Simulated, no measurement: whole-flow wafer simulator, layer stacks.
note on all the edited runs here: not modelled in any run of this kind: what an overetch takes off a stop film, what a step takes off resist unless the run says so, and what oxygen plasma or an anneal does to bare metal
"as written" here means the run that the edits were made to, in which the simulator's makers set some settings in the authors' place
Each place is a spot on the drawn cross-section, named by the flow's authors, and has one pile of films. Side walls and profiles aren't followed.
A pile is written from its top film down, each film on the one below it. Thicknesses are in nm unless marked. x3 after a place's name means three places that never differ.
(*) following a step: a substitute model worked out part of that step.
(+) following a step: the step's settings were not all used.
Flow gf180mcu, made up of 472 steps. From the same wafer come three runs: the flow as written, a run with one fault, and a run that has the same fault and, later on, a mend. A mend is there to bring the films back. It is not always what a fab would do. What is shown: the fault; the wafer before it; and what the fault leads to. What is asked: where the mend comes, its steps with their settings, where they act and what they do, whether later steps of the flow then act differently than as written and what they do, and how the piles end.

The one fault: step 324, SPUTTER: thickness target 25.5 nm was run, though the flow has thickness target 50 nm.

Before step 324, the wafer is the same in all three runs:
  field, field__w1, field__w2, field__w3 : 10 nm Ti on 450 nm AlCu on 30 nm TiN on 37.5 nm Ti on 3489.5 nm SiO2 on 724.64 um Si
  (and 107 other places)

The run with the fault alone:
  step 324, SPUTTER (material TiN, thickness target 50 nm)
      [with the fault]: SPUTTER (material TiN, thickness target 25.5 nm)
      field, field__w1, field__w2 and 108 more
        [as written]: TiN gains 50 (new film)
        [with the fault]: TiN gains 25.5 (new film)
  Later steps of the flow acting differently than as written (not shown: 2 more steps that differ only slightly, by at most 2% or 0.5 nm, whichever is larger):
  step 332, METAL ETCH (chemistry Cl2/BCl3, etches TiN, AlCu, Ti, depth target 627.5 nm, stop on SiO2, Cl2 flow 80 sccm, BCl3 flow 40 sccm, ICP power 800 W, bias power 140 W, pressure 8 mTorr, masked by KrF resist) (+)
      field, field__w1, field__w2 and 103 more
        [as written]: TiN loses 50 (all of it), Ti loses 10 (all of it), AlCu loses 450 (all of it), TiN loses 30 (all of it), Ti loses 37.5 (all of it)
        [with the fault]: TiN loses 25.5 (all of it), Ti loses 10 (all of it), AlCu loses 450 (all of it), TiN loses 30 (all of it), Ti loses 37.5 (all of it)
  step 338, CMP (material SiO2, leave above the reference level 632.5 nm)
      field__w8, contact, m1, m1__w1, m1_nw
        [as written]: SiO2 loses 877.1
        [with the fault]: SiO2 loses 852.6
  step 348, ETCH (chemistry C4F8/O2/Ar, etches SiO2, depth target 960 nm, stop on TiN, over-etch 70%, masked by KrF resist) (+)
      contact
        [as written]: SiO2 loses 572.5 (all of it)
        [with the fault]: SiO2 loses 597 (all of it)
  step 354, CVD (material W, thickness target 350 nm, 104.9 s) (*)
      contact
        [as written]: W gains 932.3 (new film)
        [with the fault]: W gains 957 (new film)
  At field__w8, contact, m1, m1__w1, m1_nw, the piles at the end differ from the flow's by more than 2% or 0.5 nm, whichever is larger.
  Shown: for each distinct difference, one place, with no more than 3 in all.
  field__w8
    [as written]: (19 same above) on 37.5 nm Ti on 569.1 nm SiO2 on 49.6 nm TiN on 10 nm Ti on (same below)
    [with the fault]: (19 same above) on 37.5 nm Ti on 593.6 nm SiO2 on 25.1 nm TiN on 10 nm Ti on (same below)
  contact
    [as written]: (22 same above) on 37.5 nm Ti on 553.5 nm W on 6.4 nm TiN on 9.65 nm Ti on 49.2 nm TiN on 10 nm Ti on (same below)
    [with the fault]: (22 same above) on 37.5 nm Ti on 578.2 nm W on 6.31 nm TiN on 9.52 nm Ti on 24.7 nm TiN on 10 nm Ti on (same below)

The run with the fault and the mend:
  The mend stands after step 324.
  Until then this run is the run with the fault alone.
  step 324a, SPUTTER (material TiN, thickness target 24.5 nm) (the flow's step 324, run once more with other settings)
      field, field__w1, field__w2 and 108 more
        TiN gains 24.5
  None of the later steps of the flow acts differently than as written at any place that is followed.
  By the end, the piles equal the flow's at every place that both follow.
